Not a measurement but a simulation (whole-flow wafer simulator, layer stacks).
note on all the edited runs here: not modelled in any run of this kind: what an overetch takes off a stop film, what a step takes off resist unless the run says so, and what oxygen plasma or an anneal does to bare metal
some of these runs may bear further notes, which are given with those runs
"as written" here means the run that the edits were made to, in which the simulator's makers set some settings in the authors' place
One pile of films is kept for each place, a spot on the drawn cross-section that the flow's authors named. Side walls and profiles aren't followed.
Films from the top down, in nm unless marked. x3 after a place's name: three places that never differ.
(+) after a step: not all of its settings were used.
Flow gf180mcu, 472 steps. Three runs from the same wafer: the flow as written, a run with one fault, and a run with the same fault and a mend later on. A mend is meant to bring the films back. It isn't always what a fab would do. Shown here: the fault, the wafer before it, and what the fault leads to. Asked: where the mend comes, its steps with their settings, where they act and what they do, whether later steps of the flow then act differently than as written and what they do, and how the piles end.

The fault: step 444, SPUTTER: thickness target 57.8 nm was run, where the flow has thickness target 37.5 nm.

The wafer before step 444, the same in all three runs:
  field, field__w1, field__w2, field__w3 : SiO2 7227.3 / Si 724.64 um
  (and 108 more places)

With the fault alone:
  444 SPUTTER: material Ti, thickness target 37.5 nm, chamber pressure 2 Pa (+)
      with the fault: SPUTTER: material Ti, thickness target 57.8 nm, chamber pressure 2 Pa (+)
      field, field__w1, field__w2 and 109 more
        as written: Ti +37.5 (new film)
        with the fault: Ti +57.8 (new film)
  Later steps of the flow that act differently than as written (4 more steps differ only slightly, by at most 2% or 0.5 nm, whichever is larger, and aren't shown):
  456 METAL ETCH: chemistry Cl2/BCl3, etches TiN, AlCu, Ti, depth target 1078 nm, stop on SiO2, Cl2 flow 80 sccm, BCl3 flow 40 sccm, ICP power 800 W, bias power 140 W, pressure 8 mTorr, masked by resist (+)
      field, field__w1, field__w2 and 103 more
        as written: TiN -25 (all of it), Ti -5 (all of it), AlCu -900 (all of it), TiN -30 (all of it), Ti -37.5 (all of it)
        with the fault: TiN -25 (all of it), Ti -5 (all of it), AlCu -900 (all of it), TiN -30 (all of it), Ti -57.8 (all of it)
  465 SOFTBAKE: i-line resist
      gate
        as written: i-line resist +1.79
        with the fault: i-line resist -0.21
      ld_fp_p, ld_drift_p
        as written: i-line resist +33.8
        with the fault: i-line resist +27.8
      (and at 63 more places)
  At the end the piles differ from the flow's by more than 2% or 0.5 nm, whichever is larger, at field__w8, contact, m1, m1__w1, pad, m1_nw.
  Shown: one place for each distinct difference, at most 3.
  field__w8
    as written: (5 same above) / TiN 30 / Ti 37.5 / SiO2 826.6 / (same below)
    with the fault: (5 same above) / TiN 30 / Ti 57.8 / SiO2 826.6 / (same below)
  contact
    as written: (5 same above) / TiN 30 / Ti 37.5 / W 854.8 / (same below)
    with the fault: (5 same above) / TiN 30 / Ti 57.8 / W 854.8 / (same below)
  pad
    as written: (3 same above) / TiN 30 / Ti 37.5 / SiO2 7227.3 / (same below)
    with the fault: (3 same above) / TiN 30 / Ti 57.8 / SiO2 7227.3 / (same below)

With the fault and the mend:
  The mend comes after step 444.
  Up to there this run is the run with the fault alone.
  444a METAL ETCH: chemistry Cl2/BCl3, etches TiN, AlCu, Ti, depth target 20.3 nm, Cl2 flow 80 sccm, BCl3 flow 40 sccm, ICP power 800 W, bias power 140 W, pressure 8 mTorr (the flow's step 260 once more, with other settings)
      field, field__w1, field__w2 and 109 more
        Ti -20.3
  No later step of the flow acts differently than as written at any place that is followed.
  At the end the piles are the same as the flow's at every place that both follow.
